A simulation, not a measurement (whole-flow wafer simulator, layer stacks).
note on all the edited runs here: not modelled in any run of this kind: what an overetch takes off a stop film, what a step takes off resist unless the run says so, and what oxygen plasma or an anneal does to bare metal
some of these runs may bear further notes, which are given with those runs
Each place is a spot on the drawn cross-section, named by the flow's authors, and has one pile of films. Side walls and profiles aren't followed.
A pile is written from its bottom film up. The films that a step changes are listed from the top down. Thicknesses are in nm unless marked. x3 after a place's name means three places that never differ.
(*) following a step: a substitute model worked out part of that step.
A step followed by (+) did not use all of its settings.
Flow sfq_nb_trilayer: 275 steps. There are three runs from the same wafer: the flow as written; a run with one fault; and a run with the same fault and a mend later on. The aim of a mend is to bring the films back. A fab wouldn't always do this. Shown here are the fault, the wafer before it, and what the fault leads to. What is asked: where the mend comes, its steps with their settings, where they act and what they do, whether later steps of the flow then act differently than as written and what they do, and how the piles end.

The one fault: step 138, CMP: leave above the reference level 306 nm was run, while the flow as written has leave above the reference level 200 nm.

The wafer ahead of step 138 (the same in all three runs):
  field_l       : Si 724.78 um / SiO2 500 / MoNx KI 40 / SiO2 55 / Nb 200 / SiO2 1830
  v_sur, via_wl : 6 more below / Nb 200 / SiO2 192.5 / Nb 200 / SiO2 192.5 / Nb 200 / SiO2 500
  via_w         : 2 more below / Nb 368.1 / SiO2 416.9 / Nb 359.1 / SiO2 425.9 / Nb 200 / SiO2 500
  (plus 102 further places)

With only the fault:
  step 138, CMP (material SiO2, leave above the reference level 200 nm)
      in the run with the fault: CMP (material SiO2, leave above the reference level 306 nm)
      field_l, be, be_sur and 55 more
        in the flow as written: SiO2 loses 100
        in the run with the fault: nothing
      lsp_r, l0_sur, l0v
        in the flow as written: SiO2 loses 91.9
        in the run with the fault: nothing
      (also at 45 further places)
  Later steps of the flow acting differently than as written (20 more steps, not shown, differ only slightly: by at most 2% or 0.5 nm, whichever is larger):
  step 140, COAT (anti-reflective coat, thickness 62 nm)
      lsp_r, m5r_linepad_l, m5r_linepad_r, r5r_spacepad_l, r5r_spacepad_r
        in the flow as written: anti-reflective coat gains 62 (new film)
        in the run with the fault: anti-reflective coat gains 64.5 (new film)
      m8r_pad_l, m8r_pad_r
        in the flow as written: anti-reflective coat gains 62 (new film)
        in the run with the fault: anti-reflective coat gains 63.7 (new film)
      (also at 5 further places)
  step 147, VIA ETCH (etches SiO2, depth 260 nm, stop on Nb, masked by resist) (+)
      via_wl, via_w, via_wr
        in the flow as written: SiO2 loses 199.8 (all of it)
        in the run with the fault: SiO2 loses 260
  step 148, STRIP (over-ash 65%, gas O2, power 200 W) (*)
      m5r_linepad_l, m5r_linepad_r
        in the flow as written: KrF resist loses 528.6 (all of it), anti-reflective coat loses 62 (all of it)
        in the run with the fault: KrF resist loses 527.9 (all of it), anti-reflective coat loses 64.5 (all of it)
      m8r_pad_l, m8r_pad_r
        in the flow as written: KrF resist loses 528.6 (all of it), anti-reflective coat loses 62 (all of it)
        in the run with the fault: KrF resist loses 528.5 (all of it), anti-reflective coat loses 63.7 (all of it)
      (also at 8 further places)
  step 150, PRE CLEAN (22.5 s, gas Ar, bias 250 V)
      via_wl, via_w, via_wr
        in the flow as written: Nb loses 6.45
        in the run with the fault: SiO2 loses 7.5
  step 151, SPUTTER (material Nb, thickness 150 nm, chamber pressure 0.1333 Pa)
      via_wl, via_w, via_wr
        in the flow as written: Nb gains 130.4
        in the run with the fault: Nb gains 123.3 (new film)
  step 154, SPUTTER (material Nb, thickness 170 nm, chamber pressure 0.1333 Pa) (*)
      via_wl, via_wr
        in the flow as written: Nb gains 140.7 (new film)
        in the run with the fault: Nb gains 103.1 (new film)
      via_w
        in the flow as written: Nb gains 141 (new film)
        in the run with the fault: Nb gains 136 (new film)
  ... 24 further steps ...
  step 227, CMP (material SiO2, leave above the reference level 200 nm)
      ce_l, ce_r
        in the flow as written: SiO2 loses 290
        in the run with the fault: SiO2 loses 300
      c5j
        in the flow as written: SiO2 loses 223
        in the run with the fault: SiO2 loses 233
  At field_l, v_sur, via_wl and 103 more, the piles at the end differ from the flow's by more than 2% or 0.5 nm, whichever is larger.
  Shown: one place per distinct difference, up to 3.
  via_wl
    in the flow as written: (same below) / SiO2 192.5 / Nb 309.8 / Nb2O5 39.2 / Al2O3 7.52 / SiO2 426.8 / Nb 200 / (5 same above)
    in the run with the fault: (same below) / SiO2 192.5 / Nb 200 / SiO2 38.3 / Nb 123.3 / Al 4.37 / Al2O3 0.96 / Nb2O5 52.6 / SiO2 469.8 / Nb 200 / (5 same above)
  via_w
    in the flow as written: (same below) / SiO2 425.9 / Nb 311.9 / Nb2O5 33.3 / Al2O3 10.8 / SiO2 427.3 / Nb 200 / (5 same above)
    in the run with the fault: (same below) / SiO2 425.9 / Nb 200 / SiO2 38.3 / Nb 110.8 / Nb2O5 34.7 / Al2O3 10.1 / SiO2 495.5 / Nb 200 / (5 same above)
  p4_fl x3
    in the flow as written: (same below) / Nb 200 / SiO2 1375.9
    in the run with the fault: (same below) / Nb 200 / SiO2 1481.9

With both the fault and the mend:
  The mend follows step 139.
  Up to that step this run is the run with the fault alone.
  step 139a, CMP (material SiO2, leave above the reference level 200 nm) (a further turn of the flow's step 138)
      field_l, be, be_sur and 55 more
        SiO2 loses 100
      v_sur, via_wl, via_w and 42 more
        SiO2 loses 106
      lsp_r, l0_sur, l0v
        SiO2 loses 91.9
  Later steps of the flow that are run all act as written at every place that is followed.
  At every place that both follow, the piles at the end match the flow's.
